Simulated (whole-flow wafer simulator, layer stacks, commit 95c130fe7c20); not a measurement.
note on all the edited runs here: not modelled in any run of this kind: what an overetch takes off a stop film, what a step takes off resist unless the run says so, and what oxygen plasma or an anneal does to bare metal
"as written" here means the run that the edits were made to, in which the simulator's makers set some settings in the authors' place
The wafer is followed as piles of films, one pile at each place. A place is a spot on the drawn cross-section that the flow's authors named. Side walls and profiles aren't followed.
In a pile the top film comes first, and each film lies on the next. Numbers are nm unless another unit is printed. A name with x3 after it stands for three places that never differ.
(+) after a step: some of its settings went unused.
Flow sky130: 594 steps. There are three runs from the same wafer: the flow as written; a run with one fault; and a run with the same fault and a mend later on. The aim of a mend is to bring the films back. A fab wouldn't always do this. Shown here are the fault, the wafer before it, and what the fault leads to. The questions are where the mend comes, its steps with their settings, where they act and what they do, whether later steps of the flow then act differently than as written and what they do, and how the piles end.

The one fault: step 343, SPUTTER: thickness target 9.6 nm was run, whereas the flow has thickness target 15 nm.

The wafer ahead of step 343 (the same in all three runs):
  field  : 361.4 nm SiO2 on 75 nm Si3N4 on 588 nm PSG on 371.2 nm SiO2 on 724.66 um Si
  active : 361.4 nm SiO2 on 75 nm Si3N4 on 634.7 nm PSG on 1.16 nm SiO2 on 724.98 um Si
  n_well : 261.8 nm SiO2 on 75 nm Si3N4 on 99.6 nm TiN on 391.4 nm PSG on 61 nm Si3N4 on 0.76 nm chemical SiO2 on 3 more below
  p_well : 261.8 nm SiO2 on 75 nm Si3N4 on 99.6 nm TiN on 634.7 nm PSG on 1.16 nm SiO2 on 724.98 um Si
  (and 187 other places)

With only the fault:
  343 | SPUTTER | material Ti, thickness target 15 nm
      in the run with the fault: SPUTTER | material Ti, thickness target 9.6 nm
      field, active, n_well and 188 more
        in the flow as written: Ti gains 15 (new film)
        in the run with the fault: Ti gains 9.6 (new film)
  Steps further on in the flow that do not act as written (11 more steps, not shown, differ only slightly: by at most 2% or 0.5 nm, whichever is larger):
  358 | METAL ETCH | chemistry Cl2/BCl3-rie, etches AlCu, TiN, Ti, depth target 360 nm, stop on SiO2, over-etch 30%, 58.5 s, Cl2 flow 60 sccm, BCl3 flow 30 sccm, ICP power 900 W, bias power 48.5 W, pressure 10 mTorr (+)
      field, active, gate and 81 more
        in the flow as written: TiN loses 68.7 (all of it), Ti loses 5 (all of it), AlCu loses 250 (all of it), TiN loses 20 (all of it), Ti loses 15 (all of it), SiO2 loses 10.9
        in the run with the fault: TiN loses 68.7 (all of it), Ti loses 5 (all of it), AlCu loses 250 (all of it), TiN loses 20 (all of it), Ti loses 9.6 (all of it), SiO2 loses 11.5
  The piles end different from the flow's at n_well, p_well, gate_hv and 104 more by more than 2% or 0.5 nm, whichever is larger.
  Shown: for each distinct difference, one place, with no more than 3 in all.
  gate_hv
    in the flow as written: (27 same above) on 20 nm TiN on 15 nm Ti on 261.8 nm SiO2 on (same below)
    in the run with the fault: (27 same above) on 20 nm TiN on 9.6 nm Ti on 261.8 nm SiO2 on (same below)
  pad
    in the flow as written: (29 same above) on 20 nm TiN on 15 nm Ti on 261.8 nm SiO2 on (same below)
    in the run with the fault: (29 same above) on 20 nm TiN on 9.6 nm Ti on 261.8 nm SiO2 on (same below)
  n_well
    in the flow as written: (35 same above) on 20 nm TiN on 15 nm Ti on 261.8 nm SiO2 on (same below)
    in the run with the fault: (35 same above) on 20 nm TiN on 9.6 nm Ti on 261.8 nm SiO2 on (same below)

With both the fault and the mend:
  The mend stands after step 343.
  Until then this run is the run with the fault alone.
  343a | SPUTTER | material Ti, thickness target 5.4 nm (the flow's step 343 again, with other settings)
      field, active, n_well and 188 more
        Ti gains 5.4
  Every later step of the flow that is run acts as written at every place that is followed.
  By the end, the piles equal the flow's at every place that both follow.
